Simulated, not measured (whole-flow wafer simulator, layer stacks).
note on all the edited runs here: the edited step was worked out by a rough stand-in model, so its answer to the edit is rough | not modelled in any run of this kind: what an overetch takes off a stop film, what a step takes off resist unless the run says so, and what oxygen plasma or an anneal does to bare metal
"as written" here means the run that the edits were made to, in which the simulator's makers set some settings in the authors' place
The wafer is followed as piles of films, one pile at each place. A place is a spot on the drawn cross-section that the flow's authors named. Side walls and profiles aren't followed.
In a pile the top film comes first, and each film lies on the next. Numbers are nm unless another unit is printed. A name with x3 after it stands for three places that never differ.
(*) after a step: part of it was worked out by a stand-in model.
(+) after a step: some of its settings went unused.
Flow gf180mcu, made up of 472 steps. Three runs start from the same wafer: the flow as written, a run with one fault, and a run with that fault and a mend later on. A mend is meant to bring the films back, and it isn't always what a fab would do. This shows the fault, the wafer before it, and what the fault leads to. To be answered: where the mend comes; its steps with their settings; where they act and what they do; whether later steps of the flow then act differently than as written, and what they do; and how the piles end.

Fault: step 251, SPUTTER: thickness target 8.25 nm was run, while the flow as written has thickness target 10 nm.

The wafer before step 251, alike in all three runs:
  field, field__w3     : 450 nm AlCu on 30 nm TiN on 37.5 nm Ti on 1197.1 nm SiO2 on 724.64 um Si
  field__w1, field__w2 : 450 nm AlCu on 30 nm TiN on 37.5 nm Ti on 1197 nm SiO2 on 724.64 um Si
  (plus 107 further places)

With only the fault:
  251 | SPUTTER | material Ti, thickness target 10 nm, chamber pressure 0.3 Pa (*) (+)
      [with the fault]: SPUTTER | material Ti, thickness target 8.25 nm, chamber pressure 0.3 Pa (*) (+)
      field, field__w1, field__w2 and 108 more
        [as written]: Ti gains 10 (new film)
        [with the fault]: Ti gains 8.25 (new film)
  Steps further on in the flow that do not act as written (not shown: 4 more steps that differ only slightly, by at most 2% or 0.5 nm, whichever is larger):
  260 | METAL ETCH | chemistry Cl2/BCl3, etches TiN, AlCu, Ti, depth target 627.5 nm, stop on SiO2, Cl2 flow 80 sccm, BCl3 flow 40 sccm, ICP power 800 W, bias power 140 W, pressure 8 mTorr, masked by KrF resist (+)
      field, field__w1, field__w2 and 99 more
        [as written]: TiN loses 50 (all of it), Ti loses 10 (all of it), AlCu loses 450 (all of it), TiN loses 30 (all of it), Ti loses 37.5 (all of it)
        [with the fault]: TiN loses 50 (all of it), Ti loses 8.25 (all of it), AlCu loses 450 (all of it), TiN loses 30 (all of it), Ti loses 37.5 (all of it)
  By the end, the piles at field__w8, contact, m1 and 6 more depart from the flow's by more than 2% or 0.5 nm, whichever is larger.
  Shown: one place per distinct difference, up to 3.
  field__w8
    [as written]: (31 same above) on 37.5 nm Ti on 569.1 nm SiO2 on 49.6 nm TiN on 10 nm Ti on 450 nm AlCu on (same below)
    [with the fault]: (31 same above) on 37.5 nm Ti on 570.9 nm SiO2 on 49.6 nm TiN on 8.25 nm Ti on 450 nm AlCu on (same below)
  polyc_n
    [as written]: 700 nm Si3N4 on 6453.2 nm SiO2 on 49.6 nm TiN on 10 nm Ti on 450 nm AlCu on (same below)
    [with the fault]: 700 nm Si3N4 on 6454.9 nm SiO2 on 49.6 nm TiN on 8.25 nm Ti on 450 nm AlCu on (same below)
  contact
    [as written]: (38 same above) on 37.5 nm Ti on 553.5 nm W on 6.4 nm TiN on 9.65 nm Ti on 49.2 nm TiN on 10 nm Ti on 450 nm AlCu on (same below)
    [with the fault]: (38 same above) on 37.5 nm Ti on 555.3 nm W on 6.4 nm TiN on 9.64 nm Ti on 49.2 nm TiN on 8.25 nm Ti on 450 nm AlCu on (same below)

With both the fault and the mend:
  The mend stands after step 251.
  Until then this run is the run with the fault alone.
  251a | SPUTTER | material Ti, thickness target 1.75 nm, chamber pressure 0.3 Pa (*) (+) (the flow's step 251, run once more with other settings)
      field, field__w1, field__w2 and 108 more
        Ti gains 1.75
  Later steps of the flow that are run all act as written at every place that is followed.
  By the end, the piles equal the flow's at every place that both follow.
